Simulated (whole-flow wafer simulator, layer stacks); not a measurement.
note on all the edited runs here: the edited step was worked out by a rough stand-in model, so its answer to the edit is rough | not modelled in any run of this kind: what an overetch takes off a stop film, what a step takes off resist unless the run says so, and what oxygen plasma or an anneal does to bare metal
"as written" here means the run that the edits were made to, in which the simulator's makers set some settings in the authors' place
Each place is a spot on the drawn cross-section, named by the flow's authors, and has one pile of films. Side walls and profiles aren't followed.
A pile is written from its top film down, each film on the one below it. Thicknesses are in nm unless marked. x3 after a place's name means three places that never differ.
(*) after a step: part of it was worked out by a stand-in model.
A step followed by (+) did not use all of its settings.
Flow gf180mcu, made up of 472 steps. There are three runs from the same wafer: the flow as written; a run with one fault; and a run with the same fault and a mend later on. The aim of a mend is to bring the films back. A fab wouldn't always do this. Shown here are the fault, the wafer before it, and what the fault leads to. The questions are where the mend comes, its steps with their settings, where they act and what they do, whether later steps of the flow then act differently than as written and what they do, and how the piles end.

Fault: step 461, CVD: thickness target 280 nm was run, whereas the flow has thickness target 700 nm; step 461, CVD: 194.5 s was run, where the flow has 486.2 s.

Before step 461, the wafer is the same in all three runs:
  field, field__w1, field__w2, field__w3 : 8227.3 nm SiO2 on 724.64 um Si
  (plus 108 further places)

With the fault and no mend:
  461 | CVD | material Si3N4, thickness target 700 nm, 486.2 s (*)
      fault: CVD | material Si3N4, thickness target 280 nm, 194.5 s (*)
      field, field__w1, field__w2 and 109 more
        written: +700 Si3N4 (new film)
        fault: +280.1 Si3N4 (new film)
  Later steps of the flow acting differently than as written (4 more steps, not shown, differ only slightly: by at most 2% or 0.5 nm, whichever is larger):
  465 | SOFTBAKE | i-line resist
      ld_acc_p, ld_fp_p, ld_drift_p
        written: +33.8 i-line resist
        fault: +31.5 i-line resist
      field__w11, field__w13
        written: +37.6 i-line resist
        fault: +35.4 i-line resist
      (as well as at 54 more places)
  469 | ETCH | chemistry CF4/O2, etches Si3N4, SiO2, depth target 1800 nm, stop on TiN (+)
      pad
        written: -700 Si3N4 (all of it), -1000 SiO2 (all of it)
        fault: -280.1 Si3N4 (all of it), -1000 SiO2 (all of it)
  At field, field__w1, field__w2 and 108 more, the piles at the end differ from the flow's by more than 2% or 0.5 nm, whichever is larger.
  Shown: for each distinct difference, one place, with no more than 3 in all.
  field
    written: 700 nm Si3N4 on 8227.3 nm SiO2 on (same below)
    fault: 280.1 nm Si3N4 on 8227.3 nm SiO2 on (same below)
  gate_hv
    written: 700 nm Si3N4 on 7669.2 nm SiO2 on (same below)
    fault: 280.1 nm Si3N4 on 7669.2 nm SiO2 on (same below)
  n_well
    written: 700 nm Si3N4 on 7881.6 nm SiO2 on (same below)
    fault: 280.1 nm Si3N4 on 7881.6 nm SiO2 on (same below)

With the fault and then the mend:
  After step 461 comes the mend.
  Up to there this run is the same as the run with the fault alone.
  461a | CVD | material Si3N4, thickness target 420 nm, 291.7 s (*) (the flow's step 461 again, with other settings)
      field, field__w1, field__w2 and 109 more
        +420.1 Si3N4
  None of the later steps of the flow differs from how it acts as written, at any place that is followed, by more than 2% or 0.5 nm, whichever is larger.
  At the end the piles are close to the flow's at the places that both follow, differing by at most 2% or 0.5 nm, whichever is larger.
